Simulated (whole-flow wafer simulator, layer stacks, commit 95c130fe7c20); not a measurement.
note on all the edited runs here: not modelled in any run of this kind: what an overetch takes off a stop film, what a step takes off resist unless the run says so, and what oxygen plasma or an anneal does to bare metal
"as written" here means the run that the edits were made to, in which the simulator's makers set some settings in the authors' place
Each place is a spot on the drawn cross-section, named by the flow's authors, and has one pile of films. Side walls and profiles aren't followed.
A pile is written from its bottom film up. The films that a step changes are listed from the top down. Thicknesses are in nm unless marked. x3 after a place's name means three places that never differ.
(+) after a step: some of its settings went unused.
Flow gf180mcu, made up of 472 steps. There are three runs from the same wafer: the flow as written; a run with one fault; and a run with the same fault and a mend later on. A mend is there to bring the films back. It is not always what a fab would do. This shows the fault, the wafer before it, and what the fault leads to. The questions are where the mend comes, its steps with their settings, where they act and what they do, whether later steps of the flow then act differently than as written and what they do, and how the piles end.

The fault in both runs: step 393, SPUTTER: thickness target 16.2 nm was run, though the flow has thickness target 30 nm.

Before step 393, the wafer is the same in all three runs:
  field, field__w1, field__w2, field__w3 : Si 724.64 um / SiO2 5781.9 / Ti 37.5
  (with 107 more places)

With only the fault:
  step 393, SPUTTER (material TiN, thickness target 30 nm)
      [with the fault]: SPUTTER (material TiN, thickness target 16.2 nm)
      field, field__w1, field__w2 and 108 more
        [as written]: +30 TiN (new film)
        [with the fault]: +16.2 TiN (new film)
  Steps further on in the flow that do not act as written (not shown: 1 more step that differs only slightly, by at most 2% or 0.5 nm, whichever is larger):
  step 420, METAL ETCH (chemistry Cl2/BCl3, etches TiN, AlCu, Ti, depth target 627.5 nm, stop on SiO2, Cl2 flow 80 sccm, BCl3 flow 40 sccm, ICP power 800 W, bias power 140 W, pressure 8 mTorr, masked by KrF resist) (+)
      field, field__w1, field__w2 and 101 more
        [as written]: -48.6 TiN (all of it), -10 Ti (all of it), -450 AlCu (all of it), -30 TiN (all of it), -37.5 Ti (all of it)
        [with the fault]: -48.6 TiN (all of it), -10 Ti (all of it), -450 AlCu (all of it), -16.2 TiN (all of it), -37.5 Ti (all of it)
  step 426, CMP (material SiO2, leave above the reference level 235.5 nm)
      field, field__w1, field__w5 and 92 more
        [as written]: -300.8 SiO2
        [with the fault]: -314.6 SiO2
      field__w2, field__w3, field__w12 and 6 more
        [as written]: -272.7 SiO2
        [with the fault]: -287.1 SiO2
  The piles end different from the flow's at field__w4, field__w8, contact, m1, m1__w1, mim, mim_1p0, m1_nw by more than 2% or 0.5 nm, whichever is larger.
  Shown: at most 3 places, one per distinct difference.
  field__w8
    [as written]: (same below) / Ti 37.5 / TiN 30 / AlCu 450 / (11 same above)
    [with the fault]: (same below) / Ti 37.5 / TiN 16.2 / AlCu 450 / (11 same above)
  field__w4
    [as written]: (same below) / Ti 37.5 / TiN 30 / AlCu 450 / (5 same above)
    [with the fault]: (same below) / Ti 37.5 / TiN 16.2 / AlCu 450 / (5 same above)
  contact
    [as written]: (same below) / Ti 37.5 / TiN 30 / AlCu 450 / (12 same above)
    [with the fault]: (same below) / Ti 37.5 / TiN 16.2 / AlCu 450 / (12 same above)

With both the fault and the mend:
  The mend stands after step 393.
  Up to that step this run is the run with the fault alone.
  step 393a, SPUTTER (material TiN, thickness target 13.8 nm) (a further turn of the flow's step 393, with different settings)
      field, field__w1, field__w2 and 108 more
        +13.8 TiN
  Later steps of the flow that are run all act as written at every place that is followed.
  By the end, the piles equal the flow's at every place that both follow.
